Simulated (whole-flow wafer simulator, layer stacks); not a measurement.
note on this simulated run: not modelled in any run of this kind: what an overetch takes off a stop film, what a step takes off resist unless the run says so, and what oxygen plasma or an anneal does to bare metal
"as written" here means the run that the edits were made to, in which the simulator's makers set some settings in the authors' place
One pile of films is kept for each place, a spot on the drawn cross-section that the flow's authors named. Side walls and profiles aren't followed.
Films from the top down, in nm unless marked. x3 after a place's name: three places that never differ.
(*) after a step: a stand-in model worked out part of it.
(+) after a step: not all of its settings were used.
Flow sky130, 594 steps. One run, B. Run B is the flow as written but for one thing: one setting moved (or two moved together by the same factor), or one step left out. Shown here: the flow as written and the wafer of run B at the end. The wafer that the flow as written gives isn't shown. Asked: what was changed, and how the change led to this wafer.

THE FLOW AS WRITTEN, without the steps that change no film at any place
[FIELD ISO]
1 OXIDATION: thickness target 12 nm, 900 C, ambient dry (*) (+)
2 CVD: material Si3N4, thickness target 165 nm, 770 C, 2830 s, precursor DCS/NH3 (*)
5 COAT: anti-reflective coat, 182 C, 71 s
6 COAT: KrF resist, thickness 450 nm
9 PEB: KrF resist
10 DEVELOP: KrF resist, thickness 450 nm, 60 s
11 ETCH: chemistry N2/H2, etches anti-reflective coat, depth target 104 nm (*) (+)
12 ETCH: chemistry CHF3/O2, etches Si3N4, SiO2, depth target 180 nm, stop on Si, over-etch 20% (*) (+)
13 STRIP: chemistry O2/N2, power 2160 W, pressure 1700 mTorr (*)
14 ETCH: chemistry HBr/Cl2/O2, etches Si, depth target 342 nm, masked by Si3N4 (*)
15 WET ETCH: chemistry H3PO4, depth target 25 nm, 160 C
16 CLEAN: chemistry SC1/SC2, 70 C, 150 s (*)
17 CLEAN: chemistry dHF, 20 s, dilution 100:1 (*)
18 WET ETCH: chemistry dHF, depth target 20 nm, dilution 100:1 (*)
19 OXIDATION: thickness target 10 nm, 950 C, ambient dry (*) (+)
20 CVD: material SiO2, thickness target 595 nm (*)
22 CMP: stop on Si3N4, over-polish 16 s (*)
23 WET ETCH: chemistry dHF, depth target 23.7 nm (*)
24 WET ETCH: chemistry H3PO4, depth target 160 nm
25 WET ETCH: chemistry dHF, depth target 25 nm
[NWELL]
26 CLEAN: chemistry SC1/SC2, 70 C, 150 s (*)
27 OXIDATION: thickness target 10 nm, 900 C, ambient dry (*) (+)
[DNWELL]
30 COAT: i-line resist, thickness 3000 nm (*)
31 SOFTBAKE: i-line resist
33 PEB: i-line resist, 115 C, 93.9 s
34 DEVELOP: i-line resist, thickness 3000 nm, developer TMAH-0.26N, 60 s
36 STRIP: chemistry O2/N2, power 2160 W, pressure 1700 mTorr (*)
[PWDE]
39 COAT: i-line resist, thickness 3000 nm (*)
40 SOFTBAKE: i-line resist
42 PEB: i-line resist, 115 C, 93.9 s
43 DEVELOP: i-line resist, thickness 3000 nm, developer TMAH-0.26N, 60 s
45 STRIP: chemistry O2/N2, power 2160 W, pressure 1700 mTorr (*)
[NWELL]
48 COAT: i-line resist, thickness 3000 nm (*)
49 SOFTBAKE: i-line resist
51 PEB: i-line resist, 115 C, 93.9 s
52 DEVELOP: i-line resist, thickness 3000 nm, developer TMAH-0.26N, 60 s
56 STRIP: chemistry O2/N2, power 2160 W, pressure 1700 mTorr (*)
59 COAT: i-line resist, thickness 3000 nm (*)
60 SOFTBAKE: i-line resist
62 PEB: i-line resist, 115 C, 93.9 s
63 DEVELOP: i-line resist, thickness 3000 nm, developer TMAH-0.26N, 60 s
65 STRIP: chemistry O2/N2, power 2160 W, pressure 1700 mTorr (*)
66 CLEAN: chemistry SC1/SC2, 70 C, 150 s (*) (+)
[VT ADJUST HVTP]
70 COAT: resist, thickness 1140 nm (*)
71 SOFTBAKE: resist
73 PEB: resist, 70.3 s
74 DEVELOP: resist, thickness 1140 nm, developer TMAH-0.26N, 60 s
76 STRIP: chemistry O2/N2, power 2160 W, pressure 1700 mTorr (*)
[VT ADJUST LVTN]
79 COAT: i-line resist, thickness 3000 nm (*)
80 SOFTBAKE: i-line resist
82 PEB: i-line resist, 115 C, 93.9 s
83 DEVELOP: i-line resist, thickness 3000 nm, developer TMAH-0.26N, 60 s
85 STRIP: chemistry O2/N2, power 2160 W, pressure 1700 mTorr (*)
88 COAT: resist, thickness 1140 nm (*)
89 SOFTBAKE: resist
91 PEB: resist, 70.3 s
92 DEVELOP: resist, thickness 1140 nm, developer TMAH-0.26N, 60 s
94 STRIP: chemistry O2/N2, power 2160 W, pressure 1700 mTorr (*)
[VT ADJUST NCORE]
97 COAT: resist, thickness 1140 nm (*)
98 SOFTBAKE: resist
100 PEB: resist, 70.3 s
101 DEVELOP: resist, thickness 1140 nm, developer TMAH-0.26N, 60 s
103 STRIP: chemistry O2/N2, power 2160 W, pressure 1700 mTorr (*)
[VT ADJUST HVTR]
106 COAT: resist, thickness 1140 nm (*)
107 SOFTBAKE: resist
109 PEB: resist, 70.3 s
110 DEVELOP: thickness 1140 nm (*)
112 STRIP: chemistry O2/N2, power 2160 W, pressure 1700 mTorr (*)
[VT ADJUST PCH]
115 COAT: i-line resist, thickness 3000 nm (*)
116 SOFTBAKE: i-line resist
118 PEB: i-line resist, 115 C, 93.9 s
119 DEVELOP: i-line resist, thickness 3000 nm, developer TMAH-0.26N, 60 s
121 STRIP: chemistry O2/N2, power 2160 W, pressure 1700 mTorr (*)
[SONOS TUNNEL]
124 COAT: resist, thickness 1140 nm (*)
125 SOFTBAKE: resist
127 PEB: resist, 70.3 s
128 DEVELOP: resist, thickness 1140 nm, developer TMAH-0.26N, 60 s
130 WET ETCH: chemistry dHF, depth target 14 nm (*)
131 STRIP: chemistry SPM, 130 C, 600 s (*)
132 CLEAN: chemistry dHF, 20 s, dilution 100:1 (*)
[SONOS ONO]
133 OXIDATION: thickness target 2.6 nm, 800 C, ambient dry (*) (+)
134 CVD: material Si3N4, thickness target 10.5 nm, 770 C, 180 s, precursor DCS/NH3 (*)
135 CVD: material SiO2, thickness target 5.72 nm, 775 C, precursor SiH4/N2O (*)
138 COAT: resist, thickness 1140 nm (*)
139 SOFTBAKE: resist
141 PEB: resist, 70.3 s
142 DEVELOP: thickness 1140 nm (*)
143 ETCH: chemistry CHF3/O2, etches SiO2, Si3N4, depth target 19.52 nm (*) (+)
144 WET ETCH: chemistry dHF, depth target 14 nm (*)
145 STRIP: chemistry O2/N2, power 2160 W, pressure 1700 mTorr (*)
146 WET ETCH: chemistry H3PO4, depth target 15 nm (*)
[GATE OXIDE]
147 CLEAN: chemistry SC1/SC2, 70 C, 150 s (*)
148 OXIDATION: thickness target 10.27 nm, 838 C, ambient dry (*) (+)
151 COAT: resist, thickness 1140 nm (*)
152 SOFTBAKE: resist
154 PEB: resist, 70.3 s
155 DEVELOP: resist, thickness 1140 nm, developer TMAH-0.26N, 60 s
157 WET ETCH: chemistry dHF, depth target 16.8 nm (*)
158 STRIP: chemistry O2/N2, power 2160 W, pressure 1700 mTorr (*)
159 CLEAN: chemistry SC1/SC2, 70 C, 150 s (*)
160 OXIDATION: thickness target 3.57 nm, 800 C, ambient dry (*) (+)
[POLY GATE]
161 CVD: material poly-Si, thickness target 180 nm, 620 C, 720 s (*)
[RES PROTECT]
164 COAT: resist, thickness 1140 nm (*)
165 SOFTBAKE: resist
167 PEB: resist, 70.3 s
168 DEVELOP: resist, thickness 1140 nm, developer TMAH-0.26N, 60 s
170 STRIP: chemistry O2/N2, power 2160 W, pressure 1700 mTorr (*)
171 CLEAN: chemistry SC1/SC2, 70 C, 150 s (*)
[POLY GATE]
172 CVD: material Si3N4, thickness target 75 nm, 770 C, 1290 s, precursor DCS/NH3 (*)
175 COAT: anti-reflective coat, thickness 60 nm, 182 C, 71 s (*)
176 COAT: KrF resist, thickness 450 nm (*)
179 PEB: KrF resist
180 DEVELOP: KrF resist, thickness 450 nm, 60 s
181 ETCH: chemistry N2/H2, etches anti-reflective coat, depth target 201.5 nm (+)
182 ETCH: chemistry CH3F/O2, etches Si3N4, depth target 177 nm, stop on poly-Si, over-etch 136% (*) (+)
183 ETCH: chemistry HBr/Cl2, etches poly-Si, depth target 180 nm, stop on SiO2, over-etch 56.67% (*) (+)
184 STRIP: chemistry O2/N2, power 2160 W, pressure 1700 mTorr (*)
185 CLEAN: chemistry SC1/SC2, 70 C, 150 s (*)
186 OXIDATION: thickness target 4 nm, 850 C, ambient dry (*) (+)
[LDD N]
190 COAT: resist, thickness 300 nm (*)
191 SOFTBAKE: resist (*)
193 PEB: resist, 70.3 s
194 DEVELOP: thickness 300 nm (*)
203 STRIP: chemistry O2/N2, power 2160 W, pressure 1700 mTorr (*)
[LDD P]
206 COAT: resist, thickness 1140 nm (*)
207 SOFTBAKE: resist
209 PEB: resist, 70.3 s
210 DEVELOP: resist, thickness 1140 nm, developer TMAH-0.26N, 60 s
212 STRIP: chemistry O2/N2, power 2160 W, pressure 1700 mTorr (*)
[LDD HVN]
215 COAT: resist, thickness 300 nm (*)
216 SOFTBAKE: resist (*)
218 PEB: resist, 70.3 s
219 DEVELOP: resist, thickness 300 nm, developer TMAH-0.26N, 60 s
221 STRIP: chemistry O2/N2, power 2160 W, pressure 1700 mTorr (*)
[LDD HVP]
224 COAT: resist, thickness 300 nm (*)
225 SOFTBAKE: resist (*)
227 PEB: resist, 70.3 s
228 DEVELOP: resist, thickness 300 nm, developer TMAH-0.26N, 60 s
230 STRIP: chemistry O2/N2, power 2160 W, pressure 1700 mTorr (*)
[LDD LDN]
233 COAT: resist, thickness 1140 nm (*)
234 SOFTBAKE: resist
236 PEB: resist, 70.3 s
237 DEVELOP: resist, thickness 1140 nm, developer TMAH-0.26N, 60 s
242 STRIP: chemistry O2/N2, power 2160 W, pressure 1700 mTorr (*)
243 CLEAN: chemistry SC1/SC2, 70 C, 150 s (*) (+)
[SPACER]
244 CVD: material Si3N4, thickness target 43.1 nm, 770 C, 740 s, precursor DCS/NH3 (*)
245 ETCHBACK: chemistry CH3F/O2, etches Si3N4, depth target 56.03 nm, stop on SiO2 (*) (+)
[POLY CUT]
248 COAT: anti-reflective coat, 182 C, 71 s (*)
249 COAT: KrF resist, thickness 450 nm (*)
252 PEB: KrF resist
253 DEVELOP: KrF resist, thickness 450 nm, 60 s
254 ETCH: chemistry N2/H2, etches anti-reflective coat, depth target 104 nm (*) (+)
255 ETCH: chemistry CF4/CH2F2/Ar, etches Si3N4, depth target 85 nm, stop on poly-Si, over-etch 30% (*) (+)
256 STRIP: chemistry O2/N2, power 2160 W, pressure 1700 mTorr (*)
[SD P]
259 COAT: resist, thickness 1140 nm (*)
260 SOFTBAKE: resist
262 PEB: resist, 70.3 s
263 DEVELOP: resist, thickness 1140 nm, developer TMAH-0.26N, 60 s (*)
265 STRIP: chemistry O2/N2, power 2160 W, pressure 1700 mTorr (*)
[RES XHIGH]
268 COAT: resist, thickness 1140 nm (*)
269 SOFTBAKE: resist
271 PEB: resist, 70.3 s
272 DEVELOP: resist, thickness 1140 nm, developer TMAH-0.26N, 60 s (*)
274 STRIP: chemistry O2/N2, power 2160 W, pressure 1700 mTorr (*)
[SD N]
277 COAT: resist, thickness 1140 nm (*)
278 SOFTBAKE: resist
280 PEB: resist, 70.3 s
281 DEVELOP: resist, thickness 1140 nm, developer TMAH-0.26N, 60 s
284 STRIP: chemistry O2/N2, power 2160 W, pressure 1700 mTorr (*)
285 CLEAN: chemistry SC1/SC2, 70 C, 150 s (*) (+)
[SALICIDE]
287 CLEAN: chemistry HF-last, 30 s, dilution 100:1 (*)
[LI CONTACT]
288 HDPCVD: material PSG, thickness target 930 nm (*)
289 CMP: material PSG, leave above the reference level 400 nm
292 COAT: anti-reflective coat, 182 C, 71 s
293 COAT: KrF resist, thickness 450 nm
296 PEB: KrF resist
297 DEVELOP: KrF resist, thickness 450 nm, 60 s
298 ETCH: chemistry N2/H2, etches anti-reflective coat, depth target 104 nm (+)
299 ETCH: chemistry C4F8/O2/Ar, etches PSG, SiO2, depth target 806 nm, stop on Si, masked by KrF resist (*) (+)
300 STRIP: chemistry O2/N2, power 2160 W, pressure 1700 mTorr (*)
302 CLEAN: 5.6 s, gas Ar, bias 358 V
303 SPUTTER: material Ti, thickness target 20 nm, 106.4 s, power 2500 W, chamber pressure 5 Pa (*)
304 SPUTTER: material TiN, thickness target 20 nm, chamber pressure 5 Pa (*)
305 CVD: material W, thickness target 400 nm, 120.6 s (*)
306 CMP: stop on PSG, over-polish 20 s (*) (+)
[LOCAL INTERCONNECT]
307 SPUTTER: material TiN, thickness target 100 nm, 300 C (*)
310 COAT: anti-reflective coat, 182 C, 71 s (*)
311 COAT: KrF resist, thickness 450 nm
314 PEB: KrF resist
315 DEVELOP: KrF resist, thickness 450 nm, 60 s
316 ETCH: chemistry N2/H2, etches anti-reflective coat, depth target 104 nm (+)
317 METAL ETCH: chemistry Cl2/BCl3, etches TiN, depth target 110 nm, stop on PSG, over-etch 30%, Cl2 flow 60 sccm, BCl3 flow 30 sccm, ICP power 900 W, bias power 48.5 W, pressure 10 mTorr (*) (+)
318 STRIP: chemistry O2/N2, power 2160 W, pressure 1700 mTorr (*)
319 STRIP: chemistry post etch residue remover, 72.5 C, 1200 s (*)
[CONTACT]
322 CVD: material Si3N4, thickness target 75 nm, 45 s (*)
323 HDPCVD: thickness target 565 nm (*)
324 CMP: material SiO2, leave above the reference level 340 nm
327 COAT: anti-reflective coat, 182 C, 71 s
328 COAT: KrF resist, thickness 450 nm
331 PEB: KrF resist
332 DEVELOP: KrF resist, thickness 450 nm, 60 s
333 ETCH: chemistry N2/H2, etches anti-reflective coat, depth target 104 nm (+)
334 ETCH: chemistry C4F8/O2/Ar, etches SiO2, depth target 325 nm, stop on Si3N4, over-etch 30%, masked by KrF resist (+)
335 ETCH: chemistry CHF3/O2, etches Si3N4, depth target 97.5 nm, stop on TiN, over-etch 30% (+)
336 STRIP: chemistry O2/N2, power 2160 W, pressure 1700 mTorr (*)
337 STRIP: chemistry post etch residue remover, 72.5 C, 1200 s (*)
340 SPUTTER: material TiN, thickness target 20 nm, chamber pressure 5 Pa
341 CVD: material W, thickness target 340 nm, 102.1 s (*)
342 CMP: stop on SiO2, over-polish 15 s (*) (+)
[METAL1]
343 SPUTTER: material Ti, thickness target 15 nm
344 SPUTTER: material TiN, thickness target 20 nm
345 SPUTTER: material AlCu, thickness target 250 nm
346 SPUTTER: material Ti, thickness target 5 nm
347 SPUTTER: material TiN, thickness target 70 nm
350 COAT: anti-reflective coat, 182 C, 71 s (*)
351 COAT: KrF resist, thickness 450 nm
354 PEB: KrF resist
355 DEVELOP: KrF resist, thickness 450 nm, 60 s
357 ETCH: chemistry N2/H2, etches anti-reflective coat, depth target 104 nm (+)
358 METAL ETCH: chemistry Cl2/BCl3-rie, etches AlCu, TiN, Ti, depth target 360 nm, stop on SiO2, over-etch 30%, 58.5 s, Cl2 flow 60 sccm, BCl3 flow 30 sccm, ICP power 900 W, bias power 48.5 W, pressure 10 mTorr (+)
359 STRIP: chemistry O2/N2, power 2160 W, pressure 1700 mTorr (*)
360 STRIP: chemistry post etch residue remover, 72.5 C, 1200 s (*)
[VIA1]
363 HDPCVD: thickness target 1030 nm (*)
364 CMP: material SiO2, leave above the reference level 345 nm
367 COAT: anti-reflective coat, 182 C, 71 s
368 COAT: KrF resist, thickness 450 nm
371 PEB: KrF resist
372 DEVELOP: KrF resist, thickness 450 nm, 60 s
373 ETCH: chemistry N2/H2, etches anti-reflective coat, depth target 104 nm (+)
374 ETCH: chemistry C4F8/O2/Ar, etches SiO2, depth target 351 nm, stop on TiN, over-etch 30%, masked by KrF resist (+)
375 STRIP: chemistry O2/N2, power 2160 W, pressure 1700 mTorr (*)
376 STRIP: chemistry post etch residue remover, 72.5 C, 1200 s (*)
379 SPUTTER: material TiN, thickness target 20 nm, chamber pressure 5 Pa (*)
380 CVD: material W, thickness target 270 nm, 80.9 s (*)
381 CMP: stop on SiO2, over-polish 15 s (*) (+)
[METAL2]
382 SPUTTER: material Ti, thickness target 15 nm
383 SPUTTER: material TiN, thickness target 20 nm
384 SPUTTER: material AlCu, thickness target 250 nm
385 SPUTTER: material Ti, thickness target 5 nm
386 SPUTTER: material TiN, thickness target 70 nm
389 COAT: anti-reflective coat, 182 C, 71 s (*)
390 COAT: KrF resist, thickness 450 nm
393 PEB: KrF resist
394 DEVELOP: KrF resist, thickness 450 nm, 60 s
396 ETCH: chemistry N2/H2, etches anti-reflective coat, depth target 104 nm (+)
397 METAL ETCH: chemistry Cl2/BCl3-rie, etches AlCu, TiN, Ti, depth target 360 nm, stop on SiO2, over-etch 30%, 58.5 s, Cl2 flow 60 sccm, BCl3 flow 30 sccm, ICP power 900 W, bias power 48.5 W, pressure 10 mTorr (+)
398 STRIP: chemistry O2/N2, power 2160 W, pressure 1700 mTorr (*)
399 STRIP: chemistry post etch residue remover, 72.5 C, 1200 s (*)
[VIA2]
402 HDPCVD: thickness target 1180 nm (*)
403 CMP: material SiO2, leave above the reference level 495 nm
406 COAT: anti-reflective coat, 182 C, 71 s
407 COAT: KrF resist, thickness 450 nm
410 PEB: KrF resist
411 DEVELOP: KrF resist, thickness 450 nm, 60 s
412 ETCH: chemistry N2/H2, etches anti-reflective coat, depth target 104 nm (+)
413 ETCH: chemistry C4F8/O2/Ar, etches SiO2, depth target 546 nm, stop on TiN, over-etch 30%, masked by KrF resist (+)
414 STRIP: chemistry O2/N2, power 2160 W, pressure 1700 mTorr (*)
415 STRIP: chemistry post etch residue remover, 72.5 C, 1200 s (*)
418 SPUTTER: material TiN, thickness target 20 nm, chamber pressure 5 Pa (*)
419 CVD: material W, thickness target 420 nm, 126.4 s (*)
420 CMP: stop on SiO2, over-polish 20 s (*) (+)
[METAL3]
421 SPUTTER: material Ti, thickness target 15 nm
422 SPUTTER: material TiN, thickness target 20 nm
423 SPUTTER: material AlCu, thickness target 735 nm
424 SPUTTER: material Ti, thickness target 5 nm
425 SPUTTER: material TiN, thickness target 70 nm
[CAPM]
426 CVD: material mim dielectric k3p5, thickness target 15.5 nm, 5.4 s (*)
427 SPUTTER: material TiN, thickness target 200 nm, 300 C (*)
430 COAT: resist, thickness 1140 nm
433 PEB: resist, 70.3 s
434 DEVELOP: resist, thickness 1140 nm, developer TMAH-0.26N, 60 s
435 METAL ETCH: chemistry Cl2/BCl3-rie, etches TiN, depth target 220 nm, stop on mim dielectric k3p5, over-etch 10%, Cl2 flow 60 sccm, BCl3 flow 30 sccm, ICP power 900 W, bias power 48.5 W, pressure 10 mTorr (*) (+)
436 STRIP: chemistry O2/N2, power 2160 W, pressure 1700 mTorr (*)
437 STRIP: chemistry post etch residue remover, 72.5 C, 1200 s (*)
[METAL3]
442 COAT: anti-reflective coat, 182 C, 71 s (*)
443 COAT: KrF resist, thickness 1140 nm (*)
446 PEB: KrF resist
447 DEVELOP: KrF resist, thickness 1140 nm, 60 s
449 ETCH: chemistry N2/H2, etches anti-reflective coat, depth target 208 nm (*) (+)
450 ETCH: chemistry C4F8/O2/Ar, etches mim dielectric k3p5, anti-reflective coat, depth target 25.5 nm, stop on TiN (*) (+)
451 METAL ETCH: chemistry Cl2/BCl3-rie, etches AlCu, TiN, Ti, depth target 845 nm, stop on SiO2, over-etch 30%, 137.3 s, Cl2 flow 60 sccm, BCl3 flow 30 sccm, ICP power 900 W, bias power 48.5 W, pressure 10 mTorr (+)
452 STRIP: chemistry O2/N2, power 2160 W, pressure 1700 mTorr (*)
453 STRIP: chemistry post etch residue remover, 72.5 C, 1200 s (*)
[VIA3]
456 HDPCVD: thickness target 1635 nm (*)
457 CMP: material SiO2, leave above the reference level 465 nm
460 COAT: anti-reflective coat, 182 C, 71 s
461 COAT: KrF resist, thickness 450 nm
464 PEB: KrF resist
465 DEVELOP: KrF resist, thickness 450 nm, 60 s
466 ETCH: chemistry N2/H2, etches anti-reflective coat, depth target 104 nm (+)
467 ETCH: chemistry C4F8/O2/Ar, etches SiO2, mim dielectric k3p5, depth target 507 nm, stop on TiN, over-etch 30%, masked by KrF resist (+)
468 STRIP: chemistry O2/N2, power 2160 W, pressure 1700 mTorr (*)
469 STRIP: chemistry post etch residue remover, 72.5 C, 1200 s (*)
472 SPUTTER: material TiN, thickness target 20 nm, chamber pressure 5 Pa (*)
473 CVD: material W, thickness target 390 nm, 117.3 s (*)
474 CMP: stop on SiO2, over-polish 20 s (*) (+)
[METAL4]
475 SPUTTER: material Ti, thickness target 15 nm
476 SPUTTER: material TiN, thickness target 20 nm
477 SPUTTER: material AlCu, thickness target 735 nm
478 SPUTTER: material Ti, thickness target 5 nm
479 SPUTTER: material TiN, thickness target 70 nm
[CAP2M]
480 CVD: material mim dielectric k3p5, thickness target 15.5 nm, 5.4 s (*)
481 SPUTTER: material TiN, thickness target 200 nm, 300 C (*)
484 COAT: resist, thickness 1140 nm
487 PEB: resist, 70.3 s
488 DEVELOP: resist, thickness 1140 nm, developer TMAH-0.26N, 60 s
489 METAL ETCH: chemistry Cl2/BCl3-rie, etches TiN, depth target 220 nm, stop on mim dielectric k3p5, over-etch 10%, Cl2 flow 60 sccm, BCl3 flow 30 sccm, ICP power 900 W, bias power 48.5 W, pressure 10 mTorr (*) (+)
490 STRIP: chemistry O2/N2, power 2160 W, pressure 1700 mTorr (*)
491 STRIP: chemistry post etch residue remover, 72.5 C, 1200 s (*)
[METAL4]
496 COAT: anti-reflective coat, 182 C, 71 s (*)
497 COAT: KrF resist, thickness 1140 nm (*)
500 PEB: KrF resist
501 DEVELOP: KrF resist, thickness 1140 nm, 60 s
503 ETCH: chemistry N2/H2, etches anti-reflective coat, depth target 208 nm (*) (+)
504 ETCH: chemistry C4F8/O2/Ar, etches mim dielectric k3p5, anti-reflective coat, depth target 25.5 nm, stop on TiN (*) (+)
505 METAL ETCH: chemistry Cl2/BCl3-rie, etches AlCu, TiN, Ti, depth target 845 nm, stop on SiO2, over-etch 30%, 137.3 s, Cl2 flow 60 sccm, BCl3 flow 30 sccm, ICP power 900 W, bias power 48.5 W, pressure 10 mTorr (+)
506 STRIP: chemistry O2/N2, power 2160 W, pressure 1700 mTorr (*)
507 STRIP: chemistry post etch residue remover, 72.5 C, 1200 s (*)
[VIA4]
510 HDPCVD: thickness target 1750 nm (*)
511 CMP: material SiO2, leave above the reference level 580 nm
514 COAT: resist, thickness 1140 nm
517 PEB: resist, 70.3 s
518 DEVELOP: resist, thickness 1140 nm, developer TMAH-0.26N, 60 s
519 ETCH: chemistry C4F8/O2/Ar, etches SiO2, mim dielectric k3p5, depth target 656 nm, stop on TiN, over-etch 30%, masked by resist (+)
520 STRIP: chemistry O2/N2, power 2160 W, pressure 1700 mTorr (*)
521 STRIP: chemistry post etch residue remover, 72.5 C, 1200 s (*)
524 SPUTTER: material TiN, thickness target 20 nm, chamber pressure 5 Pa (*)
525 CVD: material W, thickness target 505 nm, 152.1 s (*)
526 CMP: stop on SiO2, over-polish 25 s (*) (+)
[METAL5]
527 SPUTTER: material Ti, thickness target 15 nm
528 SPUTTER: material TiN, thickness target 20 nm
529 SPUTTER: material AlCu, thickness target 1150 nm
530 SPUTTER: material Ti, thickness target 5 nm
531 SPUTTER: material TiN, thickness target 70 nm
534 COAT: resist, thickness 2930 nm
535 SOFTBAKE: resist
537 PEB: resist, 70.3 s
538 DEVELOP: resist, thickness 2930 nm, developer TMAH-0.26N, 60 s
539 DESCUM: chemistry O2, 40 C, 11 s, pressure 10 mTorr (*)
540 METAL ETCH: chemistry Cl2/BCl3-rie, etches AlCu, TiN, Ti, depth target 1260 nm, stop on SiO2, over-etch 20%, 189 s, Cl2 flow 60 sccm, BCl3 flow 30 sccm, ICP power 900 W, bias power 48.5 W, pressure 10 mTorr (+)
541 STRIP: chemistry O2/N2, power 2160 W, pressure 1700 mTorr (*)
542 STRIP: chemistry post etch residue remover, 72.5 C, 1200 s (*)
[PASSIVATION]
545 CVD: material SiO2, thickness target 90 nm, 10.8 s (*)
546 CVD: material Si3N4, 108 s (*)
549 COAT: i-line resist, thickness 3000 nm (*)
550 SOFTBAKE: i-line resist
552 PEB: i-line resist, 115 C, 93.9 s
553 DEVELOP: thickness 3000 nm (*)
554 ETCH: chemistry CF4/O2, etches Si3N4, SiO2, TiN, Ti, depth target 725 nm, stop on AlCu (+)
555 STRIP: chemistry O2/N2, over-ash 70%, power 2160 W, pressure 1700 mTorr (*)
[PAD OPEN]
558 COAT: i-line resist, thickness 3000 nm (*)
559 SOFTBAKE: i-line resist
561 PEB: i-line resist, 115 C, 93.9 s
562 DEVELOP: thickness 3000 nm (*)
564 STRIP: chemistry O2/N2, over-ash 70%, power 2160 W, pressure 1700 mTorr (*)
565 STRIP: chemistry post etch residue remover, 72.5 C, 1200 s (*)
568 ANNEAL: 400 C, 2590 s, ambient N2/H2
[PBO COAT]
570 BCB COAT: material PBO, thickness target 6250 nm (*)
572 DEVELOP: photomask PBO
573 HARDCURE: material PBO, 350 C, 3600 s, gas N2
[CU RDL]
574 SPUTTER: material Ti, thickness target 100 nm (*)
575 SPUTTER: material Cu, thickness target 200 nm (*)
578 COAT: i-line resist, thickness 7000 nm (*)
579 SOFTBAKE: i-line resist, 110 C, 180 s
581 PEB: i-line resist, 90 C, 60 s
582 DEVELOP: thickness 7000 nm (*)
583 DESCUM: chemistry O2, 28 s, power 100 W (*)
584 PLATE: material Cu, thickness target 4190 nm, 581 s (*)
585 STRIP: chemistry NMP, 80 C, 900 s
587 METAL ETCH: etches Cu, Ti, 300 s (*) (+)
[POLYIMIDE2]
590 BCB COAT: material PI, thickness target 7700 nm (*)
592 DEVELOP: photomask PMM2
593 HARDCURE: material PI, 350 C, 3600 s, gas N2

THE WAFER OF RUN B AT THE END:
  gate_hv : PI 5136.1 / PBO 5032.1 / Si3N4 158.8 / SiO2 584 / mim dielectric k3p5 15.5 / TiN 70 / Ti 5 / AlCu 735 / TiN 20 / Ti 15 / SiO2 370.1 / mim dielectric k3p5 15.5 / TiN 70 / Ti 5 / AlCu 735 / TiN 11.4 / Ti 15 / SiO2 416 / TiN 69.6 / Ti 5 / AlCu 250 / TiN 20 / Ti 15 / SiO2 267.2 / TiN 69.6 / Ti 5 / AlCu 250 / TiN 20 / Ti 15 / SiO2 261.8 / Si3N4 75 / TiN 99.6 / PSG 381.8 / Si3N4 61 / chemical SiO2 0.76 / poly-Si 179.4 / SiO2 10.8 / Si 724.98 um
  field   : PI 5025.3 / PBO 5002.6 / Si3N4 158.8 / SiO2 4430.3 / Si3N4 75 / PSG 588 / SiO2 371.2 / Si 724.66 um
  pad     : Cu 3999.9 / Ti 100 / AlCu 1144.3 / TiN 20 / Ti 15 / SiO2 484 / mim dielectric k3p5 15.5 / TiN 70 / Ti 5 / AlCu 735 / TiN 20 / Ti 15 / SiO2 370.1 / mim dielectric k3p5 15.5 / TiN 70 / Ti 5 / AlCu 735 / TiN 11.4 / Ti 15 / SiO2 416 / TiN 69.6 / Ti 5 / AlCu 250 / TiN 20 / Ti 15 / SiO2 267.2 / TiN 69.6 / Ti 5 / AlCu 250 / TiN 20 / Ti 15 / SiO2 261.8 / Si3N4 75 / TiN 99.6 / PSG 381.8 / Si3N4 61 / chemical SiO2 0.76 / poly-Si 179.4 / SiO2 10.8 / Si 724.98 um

The cause: step 422, SPUTTER: thickness target 11.4 nm was run, where the flow has thickness target 20 nm.
It can be read off the wafer: gate_hv has TiN 11.4, and step 422 as written asks for 20 nm.

How the change led to this, step by step:
  422 SPUTTER: material TiN, thickness target 20 nm
      field, active, n_well and 188 more: TiN +11.4 (new film) (as written it would be: TiN +20 (new film))
  451 METAL ETCH: chemistry Cl2/BCl3-rie, etches AlCu, TiN, Ti, depth target 845 nm, stop on SiO2, over-etch 30%, 137.3 s, Cl2 flow 60 sccm, BCl3 flow 30 sccm, ICP power 900 W, bias power 48.5 W, pressure 10 mTorr (+)
      field, gate, spacer and 68 more: TiN -70 (all of it), Ti -5 (all of it), AlCu -735 (all of it), TiN -11.4 (all of it), Ti -15 (all of it), SiO2 -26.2 (as written it would be: TiN -70 (all of it), Ti -5 (all of it), AlCu -735 (all of it), TiN -20 (all of it), Ti -15 (all of it), SiO2 -25.4)
      active, vpp_ln, vpp_iso2 and 11 more: TiN -70 (all of it), Ti -5 (all of it), AlCu -735 (all of it), TiN -11.4 (all of it), Ti -15 (all of it), SiO2 -26.2 (as written it would be: TiN -70 (all of it), Ti -5 (all of it), AlCu -735 (all of it), TiN -20 (all of it), Ti -15 (all of it), SiO2 -25.3)
  457 CMP: material SiO2, leave above the reference level 465 nm
      field, active, gate and 82 more: SiO2 -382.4 (as written it would be: SiO2 -374.7)
